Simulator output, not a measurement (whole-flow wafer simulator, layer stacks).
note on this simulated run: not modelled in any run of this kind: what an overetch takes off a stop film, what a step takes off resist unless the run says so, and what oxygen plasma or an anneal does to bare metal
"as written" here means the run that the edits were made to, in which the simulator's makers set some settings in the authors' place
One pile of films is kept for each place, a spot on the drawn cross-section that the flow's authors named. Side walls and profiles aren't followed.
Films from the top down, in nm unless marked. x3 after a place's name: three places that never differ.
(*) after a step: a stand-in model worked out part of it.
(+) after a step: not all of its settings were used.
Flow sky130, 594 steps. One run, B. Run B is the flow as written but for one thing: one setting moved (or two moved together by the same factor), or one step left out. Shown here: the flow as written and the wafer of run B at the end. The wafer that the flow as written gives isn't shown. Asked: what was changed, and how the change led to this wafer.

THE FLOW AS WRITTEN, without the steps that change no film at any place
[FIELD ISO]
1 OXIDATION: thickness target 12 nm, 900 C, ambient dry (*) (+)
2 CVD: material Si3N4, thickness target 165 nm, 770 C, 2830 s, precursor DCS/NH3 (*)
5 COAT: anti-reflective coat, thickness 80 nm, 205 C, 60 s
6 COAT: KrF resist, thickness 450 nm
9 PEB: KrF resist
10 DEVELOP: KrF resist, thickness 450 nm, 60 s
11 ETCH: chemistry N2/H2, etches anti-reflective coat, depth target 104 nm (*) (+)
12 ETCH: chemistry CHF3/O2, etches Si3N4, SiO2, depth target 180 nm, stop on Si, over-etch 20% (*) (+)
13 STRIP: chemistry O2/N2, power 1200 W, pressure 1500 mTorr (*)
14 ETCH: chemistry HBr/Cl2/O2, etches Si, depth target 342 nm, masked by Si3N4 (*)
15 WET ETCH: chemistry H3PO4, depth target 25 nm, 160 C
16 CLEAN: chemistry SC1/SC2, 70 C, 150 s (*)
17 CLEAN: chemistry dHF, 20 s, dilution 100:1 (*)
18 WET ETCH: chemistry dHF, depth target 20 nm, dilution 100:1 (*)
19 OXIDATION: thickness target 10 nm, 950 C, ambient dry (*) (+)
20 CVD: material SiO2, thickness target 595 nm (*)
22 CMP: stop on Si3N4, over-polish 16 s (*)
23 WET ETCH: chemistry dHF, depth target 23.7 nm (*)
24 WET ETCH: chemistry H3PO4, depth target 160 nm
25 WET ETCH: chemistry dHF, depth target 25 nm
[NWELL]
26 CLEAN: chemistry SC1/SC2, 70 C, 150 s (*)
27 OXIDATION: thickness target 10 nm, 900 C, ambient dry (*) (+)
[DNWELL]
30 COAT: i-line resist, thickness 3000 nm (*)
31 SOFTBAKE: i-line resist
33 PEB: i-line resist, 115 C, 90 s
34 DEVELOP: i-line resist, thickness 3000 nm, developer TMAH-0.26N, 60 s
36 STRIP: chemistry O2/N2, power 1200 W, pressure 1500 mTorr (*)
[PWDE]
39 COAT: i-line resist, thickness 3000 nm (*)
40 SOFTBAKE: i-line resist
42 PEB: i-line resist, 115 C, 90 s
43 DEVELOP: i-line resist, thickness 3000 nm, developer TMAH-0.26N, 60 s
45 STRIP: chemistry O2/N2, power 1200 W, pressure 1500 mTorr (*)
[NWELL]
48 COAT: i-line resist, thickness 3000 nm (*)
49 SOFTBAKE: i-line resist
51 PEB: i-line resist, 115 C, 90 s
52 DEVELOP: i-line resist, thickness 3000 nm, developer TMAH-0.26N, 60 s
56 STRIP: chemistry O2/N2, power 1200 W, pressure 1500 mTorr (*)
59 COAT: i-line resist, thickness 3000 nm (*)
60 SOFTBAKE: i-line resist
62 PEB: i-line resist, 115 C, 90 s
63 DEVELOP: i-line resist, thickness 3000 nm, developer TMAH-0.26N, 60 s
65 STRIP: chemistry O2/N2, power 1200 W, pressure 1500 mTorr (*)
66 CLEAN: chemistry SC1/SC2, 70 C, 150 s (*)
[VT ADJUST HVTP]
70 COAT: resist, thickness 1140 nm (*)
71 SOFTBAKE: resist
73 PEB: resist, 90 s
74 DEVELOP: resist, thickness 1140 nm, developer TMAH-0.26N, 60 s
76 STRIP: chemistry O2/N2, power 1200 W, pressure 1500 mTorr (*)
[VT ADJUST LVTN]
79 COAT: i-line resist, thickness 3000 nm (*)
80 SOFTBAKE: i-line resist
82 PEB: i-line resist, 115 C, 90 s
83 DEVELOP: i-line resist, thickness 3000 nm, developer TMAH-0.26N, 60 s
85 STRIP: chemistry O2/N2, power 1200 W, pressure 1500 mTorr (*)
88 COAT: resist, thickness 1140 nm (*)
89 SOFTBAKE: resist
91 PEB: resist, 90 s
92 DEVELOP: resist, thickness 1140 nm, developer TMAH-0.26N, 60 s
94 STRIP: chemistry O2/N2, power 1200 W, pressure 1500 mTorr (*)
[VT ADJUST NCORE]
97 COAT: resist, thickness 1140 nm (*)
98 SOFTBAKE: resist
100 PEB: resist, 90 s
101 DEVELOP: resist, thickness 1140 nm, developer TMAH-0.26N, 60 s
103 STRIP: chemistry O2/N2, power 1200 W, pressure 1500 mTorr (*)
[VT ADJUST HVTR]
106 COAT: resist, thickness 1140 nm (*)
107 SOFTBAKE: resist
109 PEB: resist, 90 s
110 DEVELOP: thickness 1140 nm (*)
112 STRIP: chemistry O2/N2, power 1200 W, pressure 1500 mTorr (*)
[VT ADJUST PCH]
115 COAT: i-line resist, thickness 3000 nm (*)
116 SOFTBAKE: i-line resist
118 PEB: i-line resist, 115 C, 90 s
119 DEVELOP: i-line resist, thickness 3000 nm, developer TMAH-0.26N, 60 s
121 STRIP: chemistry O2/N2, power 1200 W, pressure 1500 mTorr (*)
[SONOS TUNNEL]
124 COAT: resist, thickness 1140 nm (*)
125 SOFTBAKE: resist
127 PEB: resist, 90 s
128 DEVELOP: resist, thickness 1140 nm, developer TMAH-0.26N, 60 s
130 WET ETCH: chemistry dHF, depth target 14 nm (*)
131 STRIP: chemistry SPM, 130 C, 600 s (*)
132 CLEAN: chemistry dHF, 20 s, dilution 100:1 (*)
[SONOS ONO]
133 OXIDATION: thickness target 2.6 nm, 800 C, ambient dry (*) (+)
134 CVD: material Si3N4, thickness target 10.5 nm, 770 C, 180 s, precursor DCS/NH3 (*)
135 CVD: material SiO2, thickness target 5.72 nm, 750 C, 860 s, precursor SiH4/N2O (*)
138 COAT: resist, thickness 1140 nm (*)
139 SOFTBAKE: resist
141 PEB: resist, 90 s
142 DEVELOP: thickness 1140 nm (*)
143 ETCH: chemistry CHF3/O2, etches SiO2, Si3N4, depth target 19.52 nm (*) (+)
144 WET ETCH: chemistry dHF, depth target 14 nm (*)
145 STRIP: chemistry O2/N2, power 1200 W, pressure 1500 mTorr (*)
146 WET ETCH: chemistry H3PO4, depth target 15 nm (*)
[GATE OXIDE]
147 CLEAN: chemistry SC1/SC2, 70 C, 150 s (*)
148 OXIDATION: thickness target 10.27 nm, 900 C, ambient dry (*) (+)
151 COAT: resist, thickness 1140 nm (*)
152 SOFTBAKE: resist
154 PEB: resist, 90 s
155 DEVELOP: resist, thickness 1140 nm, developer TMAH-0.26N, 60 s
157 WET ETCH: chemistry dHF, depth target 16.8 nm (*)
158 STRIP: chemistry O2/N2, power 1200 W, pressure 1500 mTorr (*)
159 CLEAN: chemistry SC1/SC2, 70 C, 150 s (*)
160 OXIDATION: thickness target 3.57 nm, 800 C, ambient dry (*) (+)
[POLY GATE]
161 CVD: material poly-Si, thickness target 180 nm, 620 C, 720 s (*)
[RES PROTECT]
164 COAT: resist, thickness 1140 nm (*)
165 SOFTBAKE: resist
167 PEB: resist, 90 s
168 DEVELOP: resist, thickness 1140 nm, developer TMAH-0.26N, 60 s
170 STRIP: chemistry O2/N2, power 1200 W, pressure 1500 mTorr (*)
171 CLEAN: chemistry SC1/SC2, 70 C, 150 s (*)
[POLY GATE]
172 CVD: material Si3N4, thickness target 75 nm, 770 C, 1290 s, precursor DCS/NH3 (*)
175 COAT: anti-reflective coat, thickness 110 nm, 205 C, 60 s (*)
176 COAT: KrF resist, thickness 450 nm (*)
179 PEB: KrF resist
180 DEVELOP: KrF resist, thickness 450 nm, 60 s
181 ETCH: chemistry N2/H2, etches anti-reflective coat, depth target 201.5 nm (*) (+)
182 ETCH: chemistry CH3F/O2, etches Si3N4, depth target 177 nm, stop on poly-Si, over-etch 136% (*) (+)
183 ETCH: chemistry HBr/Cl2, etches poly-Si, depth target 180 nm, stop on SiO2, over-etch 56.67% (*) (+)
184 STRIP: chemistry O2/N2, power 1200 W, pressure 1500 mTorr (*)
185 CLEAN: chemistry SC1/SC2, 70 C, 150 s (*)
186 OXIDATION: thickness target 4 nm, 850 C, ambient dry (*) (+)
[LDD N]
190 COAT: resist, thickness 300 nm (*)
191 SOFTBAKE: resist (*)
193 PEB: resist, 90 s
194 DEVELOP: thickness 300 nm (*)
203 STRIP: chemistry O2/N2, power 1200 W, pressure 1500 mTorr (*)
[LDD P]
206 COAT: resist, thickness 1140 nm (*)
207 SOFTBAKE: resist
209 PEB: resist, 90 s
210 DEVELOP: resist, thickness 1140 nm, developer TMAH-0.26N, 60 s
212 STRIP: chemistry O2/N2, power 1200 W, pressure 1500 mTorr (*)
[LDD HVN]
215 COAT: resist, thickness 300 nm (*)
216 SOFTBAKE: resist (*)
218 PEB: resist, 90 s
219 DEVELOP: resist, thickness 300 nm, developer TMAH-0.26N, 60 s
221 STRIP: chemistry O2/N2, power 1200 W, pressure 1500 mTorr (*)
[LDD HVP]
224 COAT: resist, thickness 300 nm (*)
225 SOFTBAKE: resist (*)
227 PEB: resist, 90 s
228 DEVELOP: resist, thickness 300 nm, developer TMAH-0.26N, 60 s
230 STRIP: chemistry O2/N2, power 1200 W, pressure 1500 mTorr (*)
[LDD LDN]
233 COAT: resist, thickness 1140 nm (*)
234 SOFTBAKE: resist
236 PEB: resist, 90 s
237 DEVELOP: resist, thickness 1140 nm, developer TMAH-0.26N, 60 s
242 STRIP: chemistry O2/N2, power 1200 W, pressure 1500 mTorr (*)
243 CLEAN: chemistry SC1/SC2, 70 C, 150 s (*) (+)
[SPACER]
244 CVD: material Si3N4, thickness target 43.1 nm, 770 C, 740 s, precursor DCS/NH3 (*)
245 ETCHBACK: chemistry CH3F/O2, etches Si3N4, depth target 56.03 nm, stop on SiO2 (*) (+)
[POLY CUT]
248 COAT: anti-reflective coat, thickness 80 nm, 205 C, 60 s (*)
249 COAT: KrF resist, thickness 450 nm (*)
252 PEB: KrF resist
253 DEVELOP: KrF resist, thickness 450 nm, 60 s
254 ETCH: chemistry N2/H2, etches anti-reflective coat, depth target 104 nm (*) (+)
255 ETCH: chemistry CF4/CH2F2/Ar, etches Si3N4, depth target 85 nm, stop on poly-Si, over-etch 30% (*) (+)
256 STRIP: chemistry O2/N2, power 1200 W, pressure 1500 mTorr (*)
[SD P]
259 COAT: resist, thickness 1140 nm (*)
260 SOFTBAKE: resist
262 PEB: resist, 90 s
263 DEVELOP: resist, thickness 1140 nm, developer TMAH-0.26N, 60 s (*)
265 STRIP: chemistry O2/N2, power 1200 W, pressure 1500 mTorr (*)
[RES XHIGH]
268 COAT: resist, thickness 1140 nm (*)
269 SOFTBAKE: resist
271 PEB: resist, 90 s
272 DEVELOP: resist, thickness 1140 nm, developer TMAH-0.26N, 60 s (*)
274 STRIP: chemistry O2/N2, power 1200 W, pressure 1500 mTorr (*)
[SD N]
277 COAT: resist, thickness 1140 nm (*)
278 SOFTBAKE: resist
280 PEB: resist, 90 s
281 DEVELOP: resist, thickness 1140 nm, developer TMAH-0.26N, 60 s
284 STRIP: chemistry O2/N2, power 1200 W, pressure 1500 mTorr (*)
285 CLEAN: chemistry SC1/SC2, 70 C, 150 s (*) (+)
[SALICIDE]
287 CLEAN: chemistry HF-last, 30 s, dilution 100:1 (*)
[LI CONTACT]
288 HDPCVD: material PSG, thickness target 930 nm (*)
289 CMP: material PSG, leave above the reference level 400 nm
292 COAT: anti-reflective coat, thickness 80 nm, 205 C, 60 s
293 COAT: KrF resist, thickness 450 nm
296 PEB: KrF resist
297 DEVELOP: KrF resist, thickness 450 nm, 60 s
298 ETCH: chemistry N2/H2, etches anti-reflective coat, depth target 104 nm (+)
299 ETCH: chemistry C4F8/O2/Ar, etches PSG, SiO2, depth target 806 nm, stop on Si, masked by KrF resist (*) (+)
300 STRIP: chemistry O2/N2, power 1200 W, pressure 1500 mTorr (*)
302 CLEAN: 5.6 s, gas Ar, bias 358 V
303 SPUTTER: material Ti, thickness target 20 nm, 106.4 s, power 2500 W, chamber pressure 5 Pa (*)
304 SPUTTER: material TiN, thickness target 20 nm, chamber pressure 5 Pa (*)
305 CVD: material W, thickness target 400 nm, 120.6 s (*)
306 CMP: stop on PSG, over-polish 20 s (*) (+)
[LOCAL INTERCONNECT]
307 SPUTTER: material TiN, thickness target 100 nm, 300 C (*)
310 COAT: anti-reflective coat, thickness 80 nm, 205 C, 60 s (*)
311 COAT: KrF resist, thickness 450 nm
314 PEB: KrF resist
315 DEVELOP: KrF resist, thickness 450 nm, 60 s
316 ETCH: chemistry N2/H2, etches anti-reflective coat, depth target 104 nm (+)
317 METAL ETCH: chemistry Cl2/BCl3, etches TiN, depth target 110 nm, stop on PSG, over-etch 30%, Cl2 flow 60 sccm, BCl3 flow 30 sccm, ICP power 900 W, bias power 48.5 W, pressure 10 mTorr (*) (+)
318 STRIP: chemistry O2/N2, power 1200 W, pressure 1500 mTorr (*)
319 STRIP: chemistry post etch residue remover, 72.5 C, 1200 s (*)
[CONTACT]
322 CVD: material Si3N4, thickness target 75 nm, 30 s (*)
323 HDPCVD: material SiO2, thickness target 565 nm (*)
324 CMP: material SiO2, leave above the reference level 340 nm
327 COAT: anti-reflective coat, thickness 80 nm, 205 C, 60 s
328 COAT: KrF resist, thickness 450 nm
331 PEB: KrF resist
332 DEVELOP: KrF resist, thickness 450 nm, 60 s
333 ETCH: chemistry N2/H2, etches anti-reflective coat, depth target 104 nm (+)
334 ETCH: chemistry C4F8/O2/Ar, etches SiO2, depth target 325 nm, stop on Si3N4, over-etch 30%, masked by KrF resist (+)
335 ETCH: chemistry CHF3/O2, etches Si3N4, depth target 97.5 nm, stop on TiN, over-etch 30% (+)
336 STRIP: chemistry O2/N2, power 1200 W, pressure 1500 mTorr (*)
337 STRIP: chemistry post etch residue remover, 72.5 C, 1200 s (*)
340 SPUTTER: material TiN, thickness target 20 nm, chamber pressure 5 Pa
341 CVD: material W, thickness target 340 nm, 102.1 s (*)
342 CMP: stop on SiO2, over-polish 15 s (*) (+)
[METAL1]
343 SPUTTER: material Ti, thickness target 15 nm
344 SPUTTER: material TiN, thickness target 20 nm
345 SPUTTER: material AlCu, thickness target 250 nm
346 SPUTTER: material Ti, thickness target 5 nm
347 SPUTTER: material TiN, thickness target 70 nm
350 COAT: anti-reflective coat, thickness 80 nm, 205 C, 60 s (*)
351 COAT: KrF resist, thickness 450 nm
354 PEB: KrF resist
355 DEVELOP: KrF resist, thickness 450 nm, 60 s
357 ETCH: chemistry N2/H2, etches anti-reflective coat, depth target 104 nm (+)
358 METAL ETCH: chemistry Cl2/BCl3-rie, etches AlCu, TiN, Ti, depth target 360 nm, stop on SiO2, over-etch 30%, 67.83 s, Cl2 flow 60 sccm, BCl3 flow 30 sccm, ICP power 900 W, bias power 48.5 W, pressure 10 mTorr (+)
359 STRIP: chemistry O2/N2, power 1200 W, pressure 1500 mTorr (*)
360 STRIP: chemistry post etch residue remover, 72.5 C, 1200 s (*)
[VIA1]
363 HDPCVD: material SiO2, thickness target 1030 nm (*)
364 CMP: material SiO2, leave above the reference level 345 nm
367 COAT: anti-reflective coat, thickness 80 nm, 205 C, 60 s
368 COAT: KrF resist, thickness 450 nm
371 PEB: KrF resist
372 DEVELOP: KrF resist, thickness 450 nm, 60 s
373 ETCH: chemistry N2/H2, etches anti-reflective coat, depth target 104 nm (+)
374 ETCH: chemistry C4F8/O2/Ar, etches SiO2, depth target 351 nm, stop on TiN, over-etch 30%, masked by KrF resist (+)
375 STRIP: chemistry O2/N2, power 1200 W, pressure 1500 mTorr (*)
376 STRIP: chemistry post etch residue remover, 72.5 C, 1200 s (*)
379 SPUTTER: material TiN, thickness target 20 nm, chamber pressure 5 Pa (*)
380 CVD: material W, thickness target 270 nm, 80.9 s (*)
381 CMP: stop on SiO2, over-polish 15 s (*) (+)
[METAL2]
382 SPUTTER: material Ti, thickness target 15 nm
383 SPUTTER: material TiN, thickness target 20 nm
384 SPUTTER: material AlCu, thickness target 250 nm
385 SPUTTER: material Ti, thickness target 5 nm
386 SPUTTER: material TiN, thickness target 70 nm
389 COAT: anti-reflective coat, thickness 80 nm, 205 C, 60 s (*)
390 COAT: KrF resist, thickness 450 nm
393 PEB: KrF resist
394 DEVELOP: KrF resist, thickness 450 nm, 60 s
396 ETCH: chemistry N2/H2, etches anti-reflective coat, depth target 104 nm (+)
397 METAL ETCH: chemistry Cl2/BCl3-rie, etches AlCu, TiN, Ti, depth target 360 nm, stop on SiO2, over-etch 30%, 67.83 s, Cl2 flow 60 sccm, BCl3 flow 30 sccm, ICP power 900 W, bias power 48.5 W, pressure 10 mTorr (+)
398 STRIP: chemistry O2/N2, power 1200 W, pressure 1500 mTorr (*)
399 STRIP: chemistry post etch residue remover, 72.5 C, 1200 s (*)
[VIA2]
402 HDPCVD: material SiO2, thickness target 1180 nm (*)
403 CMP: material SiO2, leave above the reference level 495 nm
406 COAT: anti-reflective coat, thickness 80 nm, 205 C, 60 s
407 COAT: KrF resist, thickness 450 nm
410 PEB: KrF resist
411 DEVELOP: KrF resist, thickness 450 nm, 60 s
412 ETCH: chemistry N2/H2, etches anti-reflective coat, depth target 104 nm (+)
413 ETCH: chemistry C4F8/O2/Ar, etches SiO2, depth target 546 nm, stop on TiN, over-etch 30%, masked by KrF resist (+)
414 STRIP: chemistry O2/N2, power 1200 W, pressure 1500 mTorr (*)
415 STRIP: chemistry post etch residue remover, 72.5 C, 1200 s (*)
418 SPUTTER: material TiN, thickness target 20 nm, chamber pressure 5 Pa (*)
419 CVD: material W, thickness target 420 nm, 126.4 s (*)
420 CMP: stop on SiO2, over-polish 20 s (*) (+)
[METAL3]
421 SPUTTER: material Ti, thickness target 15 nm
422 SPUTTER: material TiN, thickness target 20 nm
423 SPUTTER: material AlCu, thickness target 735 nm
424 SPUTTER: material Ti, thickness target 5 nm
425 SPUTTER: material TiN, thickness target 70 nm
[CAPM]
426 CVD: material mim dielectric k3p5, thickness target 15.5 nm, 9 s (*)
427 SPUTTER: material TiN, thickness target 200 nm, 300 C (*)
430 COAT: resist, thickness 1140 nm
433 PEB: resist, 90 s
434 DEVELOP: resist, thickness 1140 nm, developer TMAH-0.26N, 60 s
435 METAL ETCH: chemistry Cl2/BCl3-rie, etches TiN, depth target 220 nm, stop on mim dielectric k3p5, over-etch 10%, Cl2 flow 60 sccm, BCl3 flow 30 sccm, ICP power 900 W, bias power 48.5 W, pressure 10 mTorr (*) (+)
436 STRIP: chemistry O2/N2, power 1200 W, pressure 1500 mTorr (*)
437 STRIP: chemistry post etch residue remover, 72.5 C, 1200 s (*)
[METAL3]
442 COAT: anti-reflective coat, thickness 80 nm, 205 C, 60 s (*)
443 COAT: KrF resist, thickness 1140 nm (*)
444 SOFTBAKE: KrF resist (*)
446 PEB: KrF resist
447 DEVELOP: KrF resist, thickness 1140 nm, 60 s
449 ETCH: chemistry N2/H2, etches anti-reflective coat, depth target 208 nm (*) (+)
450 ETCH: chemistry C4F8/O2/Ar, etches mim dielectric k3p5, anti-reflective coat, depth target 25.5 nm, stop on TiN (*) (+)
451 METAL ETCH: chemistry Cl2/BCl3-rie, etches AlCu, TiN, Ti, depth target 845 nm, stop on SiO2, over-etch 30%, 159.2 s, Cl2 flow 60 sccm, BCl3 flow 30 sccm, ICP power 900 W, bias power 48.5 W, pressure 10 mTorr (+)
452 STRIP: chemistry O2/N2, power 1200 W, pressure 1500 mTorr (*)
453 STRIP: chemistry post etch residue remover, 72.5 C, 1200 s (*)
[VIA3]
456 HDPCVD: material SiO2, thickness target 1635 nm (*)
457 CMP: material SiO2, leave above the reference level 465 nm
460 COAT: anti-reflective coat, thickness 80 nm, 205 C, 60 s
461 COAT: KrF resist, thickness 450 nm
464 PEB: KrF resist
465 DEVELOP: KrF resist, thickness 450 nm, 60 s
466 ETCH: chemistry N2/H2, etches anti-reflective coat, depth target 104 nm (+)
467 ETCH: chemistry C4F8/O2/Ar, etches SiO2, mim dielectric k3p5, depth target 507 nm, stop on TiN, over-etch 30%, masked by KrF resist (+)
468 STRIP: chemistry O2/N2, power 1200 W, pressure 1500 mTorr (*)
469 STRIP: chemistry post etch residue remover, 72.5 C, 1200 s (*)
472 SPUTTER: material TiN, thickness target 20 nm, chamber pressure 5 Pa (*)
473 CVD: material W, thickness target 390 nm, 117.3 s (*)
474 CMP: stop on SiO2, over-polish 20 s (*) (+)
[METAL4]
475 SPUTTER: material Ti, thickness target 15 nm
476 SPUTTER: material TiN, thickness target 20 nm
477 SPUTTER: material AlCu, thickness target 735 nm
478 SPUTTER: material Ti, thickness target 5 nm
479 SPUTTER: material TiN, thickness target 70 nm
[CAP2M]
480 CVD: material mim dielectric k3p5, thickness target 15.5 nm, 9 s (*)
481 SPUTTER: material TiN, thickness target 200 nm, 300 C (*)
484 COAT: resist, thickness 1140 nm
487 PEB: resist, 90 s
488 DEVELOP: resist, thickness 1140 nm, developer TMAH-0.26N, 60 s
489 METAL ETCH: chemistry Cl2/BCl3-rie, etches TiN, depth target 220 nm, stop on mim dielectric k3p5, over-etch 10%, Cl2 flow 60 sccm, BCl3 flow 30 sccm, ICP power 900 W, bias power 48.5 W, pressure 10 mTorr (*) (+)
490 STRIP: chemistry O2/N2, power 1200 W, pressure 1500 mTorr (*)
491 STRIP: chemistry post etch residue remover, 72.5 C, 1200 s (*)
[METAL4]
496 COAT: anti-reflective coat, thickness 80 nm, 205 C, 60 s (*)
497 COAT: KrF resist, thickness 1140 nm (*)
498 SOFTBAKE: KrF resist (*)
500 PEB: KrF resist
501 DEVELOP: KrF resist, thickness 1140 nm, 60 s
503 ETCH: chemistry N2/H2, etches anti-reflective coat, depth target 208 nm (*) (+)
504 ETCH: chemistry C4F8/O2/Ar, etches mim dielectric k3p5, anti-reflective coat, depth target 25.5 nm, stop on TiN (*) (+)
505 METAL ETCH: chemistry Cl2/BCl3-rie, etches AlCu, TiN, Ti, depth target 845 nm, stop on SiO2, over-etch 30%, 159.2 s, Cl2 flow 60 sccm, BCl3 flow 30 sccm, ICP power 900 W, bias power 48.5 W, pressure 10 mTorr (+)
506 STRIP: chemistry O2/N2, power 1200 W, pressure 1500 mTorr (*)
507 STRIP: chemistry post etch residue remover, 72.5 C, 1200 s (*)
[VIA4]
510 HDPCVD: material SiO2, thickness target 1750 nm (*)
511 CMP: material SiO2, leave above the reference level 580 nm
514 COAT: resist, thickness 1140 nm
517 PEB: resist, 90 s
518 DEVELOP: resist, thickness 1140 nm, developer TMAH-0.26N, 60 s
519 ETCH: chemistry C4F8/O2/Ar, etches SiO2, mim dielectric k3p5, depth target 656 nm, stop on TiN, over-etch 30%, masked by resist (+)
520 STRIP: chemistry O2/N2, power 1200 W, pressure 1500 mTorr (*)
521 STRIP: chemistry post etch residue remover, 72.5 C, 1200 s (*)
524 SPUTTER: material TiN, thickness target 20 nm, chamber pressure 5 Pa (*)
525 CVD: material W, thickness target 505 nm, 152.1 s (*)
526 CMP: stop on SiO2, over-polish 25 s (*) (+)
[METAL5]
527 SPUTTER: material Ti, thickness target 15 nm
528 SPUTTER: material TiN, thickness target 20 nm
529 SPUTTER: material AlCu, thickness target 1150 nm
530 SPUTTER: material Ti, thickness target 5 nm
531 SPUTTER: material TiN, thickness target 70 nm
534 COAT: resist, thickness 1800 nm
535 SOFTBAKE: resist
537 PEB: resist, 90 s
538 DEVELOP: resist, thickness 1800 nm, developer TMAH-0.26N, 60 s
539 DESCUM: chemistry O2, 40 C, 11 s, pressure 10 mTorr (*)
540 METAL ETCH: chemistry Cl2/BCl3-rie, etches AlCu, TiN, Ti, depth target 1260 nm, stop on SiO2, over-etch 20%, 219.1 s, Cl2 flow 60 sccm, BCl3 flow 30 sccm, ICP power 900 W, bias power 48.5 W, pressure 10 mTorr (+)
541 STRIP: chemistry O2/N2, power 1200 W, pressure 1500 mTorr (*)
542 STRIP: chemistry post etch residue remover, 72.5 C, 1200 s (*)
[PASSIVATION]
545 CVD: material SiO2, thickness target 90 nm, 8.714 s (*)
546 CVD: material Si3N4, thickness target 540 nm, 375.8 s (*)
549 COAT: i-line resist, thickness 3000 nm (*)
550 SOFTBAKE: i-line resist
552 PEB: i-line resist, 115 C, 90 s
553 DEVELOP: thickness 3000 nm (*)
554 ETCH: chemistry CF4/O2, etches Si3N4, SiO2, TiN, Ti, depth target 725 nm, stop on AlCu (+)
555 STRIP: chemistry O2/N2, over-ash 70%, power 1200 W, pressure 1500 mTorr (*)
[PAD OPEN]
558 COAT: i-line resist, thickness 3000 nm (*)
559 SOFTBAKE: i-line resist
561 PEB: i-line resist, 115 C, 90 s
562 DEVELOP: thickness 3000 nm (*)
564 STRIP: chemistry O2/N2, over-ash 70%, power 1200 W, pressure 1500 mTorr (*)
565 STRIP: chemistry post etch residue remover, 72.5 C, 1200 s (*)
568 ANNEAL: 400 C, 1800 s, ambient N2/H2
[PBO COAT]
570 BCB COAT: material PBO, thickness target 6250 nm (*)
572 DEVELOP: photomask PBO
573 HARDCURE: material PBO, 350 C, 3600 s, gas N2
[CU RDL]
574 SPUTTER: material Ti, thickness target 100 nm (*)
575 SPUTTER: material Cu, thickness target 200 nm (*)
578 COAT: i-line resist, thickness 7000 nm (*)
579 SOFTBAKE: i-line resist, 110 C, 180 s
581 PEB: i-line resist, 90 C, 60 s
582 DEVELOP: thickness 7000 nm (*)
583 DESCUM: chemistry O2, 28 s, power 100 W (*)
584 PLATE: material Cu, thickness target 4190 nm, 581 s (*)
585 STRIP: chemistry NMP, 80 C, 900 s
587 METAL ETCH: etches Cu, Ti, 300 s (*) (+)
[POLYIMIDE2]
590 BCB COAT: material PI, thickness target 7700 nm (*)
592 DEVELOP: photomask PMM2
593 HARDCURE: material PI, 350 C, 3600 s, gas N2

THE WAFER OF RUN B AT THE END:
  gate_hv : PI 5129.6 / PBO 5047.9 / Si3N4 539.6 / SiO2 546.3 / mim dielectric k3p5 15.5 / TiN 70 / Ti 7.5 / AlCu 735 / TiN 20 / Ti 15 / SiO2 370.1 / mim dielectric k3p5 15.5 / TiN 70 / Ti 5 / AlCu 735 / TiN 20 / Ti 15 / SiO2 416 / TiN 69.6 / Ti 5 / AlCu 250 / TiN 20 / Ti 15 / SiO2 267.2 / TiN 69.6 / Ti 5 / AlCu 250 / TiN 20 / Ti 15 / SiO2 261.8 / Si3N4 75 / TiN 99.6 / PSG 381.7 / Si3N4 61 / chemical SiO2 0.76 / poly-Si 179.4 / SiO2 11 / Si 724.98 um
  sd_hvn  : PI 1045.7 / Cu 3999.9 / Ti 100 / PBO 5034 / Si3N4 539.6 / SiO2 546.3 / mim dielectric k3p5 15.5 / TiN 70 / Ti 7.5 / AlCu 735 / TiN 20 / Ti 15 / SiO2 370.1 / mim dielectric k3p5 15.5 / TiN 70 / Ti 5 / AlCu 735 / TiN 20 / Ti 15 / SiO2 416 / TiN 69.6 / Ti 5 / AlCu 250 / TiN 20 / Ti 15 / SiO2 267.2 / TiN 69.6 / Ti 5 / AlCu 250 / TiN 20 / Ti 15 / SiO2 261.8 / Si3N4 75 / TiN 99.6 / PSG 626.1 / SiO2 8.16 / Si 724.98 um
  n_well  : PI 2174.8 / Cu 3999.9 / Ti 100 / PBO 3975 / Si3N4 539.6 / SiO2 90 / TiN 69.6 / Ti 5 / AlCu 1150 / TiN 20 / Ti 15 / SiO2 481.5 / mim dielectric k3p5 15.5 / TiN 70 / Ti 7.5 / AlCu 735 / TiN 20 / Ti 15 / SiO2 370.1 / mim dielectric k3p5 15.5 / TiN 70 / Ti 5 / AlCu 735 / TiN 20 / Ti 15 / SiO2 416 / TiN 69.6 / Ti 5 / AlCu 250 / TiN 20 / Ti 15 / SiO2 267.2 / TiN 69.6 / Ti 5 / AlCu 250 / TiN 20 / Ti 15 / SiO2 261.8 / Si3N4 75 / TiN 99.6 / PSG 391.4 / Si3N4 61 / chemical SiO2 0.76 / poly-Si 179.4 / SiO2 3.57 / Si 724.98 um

The cause: step 478, SPUTTER: thickness target 7.5 nm was run, where the flow has thickness target 5 nm.
It can be read off the wafer: gate_hv has Ti 7.5, and step 478 as written asks for 5 nm.

How the change led to this, step by step:
  478 SPUTTER: material Ti, thickness target 5 nm
      field, active, n_well and 189 more: Ti +7.5 (new film) (as written it would be: Ti +5 (new film))
  505 METAL ETCH: chemistry Cl2/BCl3-rie, etches AlCu, TiN, Ti, depth target 845 nm, stop on SiO2, over-etch 30%, 159.2 s, Cl2 flow 60 sccm, BCl3 flow 30 sccm, ICP power 900 W, bias power 48.5 W, pressure 10 mTorr (+)
      field, active, gate and 70 more: TiN -70 (all of it), Ti -7.5 (all of it), AlCu -735 (all of it), TiN -20 (all of it), Ti -15 (all of it), SiO2 -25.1 (as written it would be: TiN -70 (all of it), Ti -5 (all of it), AlCu -735 (all of it), TiN -20 (all of it), Ti -15 (all of it), SiO2 -25.4)
      vpp_iso1, mim_edge_plate, m1_ln and 12 more: TiN -70 (all of it), Ti -7.5 (all of it), AlCu -735 (all of it), TiN -20 (all of it), Ti -15 (all of it), SiO2 -25.1 (as written it would be: TiN -70 (all of it), Ti -5 (all of it), AlCu -735 (all of it), TiN -20 (all of it), Ti -15 (all of it), SiO2 -25.3)
